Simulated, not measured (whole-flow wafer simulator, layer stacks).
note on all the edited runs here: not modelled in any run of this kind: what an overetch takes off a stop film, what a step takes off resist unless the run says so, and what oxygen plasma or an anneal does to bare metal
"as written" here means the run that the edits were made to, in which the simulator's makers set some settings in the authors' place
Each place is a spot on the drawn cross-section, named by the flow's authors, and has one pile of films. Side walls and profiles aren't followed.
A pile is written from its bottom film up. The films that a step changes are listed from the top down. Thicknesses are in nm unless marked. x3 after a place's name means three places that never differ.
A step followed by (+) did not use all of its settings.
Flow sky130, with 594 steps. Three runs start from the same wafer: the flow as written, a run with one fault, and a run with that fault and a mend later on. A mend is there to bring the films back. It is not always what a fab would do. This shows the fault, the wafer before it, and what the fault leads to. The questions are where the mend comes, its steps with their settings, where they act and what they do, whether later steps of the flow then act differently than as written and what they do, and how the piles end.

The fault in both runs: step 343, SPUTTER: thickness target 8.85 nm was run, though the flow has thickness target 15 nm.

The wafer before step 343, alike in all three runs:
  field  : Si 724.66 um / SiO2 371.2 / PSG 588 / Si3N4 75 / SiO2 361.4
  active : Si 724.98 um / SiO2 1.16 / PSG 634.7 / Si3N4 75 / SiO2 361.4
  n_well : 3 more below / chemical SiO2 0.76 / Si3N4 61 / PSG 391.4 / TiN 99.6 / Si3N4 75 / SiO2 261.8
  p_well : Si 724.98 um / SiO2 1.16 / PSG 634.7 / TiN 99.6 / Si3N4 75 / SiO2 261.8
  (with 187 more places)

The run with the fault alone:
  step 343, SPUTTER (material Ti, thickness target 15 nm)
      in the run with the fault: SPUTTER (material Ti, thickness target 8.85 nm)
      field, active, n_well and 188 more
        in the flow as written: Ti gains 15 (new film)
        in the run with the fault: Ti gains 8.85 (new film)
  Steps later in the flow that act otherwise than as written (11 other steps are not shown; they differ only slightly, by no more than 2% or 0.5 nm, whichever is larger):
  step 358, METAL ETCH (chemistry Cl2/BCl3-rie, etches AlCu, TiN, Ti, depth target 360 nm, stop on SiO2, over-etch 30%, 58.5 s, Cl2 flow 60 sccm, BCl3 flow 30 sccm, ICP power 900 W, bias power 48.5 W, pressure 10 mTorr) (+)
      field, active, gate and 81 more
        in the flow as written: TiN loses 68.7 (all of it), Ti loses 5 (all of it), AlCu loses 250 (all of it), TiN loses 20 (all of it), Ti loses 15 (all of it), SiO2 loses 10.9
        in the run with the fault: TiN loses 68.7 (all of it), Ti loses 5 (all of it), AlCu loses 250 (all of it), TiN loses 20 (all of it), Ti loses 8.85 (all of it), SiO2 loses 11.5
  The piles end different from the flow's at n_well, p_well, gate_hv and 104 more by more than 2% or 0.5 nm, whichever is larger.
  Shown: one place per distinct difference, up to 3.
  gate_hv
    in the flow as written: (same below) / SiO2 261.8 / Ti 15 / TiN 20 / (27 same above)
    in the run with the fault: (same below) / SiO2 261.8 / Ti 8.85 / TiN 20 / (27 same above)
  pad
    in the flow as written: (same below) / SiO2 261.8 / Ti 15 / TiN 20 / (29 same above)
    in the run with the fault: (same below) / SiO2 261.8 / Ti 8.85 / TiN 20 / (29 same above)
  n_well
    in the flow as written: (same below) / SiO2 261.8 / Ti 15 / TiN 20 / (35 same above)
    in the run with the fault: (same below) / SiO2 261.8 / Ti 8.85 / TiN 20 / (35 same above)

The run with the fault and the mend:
  The mend stands after step 343.
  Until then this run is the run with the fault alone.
  step 343a, SPUTTER (material Ti, thickness target 6.15 nm) (the flow's step 343 again, with other settings)
      field, active, n_well and 188 more
        Ti gains 6.15
  None of the later steps of the flow acts differently than as written at any place that is followed.
  The piles end the same as the flow's at every place that both follow.
